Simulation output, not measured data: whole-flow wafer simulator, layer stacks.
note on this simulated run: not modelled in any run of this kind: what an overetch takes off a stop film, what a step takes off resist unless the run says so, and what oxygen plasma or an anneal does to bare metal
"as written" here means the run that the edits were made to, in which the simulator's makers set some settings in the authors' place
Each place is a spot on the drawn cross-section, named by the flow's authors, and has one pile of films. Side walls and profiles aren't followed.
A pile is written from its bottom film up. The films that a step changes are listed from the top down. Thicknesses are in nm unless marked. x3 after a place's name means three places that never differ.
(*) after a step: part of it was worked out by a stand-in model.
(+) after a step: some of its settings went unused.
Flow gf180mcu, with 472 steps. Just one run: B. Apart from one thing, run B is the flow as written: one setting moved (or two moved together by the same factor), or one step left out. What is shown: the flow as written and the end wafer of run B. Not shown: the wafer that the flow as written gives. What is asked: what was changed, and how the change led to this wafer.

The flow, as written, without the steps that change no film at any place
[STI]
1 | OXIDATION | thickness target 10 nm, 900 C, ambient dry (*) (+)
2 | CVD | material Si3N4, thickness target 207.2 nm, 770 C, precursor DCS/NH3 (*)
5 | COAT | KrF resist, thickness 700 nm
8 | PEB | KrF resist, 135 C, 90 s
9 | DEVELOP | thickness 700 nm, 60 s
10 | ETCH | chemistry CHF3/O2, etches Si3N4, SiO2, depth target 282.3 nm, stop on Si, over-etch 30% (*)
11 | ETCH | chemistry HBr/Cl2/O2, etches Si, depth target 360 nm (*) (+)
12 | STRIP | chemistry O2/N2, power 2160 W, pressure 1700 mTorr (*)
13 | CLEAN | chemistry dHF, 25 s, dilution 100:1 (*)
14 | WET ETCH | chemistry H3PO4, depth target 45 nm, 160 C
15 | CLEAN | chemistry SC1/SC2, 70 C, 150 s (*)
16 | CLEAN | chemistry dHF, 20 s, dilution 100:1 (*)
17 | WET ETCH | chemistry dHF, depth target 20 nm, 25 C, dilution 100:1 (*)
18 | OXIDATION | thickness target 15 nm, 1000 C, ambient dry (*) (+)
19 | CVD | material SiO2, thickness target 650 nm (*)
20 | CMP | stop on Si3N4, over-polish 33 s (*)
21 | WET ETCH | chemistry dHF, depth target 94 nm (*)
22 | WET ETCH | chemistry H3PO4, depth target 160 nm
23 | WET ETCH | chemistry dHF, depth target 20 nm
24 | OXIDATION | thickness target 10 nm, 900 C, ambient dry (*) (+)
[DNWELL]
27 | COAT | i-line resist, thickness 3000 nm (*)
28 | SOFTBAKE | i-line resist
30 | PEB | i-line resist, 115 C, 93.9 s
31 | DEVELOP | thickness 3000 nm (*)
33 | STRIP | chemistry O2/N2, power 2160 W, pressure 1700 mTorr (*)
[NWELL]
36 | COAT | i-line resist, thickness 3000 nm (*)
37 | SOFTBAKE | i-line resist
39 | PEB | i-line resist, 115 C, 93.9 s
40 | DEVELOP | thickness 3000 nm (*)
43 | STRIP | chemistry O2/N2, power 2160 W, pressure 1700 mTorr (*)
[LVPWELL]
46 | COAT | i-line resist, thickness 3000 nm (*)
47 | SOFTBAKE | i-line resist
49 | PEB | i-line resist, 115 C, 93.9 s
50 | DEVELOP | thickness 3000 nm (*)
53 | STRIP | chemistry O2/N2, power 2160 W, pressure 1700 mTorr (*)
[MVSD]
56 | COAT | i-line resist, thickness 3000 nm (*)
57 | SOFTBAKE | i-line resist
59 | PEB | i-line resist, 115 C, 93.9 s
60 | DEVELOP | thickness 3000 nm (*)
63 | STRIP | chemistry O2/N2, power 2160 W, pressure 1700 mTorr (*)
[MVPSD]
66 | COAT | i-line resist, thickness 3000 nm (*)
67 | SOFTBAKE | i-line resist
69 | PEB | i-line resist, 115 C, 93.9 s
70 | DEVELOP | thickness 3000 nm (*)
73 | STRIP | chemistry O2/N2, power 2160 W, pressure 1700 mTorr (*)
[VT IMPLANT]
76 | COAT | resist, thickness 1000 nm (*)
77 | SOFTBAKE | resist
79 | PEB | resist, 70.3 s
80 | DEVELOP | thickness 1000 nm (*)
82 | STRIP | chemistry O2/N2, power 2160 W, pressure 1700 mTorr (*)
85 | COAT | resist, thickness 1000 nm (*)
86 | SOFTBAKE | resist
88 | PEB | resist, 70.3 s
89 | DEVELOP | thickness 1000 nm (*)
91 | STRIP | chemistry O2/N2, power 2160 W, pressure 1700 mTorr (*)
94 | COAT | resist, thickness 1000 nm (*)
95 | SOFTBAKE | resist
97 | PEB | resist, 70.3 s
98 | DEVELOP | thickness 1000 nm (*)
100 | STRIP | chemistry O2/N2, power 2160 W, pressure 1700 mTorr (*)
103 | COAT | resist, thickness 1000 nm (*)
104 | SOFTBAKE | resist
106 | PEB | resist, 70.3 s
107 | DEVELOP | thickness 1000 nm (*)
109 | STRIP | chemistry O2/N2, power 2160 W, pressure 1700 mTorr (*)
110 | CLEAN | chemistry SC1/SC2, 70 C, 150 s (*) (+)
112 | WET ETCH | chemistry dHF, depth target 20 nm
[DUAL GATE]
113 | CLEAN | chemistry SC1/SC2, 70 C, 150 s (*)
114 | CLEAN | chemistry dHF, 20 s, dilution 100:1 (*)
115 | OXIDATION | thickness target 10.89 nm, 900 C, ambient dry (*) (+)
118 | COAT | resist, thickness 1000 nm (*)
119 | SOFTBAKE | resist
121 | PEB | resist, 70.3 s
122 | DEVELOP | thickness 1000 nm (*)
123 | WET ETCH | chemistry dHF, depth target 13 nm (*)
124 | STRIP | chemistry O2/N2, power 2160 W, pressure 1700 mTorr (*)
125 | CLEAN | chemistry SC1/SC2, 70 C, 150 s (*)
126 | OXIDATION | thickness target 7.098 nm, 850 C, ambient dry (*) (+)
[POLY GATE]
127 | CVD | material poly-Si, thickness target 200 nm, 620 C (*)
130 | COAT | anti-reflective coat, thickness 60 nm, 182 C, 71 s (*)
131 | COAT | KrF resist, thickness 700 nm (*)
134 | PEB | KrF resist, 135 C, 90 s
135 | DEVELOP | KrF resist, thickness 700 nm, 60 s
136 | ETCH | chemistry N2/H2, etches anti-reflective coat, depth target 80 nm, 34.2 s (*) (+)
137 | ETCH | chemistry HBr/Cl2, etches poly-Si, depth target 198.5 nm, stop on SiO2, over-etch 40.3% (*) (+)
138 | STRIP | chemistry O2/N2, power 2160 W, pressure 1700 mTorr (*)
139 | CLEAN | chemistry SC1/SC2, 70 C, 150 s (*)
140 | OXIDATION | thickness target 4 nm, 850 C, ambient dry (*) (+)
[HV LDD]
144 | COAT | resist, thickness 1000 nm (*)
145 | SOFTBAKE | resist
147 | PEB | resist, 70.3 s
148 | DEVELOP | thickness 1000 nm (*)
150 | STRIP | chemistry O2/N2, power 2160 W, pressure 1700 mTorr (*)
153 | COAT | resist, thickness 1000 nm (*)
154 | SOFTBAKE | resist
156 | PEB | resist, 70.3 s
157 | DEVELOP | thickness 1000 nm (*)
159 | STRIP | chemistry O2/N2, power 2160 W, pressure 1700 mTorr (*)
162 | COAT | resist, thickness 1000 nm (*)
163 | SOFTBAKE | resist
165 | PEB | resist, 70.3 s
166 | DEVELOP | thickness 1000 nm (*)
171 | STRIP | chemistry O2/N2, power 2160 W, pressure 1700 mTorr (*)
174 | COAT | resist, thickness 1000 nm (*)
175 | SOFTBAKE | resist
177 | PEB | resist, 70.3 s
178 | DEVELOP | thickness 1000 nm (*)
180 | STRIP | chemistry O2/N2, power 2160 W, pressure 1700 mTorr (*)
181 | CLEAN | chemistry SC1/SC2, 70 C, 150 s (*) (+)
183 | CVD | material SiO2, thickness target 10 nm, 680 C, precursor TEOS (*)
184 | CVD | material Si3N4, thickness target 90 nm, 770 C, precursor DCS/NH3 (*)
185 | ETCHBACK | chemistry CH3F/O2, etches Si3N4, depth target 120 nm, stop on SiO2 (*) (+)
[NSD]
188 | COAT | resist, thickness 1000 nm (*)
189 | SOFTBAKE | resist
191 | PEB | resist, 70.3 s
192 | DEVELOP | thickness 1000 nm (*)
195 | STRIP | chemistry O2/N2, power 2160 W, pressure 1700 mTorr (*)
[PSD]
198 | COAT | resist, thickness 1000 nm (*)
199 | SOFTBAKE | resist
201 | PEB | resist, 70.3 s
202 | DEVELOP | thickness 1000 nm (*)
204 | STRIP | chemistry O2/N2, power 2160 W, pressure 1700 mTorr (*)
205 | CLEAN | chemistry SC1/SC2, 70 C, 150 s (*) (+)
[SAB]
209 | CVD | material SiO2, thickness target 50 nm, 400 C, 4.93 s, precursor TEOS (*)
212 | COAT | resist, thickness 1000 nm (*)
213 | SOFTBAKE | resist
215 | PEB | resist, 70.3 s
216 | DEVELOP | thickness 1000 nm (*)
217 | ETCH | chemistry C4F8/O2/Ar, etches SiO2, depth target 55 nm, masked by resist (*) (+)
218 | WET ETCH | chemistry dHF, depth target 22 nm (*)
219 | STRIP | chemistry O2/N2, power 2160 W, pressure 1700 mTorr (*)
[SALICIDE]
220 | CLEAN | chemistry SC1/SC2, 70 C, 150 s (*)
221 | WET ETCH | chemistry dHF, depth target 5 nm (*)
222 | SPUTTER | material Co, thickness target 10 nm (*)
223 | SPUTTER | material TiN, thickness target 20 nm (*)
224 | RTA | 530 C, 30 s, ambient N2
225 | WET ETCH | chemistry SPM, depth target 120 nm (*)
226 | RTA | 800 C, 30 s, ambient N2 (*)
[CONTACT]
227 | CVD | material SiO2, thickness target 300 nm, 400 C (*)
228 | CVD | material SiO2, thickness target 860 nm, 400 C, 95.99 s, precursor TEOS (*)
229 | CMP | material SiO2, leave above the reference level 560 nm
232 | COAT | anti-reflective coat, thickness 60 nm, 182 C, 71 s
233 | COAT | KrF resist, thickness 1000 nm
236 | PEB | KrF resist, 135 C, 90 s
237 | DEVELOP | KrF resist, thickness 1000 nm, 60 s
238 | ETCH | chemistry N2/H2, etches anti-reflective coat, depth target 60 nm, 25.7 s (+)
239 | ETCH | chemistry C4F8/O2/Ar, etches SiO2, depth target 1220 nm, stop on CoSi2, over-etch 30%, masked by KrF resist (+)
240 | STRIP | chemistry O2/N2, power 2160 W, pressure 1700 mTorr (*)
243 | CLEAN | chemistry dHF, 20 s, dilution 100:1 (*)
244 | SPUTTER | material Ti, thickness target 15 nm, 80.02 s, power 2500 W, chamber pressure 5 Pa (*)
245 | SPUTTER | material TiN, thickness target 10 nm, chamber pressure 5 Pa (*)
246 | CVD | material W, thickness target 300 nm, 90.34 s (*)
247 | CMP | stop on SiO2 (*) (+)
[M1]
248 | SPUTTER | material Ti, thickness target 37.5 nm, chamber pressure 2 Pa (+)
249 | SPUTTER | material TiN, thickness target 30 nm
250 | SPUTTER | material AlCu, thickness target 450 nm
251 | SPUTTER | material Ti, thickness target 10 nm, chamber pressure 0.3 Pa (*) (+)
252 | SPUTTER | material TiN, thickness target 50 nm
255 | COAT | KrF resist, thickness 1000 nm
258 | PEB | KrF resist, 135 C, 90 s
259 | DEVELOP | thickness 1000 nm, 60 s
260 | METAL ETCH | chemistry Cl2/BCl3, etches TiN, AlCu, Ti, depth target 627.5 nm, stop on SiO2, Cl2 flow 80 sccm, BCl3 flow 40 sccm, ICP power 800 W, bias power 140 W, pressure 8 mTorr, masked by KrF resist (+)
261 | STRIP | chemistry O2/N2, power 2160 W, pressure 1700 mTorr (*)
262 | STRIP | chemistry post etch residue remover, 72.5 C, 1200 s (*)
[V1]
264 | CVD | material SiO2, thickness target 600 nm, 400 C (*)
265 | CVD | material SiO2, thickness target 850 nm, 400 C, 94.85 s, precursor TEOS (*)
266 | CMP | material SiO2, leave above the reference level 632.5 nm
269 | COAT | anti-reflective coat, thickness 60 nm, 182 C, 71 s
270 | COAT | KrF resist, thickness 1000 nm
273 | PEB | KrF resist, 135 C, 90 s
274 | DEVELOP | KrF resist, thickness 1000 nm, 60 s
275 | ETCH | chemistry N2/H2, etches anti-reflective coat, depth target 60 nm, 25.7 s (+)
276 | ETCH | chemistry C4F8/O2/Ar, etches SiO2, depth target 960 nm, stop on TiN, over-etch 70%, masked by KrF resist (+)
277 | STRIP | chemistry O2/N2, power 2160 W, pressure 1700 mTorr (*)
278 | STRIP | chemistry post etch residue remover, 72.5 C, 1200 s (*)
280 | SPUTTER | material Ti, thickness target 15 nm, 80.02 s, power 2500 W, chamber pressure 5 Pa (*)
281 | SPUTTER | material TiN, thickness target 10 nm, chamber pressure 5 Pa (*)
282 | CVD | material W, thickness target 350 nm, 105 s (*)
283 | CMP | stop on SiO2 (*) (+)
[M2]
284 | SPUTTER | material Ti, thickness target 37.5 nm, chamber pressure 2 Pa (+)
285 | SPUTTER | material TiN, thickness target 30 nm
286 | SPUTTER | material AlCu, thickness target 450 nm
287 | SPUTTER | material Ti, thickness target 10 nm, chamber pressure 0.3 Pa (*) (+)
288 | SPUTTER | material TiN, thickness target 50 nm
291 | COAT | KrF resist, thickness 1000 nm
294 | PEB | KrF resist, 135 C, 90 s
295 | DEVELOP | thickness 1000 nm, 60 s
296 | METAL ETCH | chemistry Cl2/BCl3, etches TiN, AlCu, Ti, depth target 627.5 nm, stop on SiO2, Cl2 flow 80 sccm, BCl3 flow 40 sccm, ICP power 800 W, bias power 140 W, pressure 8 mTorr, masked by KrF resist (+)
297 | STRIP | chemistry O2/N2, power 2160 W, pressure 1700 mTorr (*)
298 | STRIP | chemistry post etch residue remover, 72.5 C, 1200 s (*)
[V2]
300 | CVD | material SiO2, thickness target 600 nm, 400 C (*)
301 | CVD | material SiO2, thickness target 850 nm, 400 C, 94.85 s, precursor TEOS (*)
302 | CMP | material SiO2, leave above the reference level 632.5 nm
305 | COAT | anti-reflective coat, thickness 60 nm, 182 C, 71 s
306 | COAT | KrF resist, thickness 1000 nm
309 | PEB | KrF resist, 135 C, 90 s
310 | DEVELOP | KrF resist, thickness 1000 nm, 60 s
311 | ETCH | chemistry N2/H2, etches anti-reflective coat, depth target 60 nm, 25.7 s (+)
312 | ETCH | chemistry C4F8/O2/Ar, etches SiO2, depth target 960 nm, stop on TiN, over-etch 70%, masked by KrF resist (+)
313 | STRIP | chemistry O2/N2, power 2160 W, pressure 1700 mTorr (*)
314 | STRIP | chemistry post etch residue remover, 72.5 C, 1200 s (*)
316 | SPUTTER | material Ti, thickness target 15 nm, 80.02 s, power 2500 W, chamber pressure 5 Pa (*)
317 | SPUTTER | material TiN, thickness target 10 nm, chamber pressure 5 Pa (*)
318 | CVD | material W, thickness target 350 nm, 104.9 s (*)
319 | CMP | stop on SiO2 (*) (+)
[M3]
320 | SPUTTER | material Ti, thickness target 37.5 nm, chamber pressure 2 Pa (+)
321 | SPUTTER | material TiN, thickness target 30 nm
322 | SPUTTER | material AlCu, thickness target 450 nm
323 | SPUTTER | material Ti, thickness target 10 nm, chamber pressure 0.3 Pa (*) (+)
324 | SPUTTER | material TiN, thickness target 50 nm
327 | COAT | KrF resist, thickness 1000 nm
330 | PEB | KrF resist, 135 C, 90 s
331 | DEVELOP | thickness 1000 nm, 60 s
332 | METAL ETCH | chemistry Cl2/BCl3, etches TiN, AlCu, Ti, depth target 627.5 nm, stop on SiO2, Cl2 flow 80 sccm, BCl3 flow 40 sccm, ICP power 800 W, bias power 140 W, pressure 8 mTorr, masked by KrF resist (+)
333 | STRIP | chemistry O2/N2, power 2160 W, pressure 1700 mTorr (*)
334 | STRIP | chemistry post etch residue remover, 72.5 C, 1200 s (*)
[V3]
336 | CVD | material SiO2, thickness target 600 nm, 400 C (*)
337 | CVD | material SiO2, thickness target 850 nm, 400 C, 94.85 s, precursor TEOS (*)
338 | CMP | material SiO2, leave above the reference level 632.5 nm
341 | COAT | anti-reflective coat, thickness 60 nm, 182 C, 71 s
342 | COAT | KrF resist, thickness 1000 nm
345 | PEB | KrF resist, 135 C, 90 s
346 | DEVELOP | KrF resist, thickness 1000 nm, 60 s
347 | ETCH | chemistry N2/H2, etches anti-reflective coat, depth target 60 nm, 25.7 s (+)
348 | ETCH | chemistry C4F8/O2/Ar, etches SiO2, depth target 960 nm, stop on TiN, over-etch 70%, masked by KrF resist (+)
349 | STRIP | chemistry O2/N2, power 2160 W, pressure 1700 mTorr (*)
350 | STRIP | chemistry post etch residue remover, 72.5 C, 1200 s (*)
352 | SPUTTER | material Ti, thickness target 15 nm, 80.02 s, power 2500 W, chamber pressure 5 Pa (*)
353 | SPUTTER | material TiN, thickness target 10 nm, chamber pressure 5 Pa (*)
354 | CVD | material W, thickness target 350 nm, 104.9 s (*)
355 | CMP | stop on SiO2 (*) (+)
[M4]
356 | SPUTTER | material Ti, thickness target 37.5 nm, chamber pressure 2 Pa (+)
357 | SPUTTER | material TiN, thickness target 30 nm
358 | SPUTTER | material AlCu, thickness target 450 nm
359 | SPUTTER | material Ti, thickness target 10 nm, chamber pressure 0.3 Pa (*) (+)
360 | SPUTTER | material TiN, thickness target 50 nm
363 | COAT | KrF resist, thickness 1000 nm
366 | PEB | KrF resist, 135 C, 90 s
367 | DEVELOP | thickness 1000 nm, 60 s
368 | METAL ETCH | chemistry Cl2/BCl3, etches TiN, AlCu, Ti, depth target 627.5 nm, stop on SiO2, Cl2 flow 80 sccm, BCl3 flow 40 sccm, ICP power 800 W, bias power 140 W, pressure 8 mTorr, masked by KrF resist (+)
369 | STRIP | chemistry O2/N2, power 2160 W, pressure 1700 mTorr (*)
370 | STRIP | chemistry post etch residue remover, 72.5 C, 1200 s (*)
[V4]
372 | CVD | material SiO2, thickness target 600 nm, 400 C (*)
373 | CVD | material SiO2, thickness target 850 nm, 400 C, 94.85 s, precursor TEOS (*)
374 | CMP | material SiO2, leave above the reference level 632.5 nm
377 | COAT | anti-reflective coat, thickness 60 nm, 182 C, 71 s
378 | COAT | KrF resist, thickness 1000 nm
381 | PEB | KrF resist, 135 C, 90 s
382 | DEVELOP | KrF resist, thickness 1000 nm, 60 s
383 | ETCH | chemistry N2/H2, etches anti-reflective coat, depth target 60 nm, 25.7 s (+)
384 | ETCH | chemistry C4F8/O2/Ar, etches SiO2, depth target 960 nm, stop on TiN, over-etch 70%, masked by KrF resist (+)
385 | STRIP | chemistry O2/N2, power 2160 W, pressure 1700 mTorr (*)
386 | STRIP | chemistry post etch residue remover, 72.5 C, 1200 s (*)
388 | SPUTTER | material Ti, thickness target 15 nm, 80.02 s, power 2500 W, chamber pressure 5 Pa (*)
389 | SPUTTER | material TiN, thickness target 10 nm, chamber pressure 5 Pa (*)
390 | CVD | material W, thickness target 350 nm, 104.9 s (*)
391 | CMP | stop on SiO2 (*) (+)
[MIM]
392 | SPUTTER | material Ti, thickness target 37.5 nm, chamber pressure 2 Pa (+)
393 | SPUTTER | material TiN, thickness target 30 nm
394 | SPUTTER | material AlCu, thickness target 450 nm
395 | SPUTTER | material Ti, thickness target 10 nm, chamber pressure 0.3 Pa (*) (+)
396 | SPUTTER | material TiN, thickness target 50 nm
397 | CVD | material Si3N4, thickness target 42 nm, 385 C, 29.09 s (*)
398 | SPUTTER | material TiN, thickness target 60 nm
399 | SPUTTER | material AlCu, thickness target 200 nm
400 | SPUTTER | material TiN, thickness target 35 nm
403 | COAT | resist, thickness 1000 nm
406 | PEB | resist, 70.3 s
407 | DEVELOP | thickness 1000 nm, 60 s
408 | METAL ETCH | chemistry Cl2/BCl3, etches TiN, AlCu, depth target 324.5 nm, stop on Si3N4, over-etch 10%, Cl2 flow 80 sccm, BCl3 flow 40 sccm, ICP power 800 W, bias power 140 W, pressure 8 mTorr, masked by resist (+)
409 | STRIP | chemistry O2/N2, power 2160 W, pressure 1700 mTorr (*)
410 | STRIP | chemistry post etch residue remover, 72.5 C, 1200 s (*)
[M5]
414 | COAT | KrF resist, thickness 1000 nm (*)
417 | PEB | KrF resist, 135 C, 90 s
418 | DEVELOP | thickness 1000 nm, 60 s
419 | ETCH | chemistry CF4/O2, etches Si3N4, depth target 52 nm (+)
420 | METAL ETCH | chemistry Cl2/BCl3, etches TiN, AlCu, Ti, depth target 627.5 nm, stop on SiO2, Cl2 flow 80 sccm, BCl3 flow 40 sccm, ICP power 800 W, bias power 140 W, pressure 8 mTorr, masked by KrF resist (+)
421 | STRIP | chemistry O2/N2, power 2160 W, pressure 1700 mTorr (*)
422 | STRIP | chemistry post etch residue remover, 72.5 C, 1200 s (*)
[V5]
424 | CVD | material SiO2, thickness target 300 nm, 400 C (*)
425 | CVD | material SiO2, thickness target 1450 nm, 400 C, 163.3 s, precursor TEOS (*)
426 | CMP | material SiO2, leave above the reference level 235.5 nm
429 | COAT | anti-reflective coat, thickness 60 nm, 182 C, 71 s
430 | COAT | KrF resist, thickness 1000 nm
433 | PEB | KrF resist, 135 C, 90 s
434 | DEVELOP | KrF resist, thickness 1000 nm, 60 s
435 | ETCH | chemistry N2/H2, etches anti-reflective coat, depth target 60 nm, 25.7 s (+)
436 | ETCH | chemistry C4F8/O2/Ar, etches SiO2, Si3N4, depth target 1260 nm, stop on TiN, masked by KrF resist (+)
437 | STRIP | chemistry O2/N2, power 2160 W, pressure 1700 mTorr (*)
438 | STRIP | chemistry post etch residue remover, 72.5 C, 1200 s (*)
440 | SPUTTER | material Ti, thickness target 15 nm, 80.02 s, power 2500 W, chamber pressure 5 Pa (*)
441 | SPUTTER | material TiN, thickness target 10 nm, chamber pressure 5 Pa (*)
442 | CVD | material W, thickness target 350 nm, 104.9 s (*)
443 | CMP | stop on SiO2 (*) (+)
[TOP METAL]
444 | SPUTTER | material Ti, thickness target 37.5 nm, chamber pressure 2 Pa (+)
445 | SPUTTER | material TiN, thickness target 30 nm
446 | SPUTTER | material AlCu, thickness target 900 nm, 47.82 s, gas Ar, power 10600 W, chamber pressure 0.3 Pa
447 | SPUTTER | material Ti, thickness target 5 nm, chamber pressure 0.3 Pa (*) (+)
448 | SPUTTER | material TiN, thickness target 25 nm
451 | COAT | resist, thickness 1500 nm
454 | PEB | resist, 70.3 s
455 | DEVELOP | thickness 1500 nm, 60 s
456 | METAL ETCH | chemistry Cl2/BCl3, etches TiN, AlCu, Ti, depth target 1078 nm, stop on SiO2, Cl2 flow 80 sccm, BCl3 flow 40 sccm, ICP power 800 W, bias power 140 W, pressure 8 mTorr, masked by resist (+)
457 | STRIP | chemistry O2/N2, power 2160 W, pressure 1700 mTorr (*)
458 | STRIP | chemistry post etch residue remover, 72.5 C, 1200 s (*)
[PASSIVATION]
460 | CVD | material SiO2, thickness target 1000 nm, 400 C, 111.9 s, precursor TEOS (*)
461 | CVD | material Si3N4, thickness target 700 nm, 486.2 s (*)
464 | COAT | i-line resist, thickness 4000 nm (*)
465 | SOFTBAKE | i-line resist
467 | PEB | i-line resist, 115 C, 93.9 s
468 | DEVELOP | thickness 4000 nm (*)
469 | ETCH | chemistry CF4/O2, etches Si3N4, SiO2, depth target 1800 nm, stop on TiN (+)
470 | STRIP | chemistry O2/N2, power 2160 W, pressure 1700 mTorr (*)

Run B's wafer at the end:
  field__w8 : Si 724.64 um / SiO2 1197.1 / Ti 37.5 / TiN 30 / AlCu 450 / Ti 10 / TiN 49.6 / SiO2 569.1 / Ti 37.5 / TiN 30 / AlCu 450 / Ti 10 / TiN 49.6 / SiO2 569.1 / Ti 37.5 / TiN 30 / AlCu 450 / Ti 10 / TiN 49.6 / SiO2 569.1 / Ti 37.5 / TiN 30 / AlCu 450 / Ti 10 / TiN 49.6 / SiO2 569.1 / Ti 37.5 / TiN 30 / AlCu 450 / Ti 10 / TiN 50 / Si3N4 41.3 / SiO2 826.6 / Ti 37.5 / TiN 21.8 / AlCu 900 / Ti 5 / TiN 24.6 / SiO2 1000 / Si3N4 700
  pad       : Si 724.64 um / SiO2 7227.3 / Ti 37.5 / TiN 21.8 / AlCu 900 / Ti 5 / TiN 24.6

The reason: step 445, SPUTTER: thickness target 21.8 nm was run, though the flow has thickness target 30 nm.
One can read it off the wafer: field__w8 has TiN 21.8, and step 445 as written asks for 30 nm.

Step by step, how the change led to this:
  445 | SPUTTER | material TiN, thickness target 30 nm
      field, field__w1, field__w2 and 109 more: +21.8 TiN (new film) (it would be, as written: +30 TiN (new film))
  456 | METAL ETCH | chemistry Cl2/BCl3, etches TiN, AlCu, Ti, depth target 1078 nm, stop on SiO2, Cl2 flow 80 sccm, BCl3 flow 40 sccm, ICP power 800 W, bias power 140 W, pressure 8 mTorr, masked by resist (+)
      field, field__w1, field__w2 and 103 more: -25 TiN (all of it), -5 Ti (all of it), -900 AlCu (all of it), -21.8 TiN (all of it), -37.5 Ti (all of it) (it would be, as written: -25 TiN (all of it), -5 Ti (all of it), -900 AlCu (all of it), -30 TiN (all of it), -37.5 Ti (all of it))
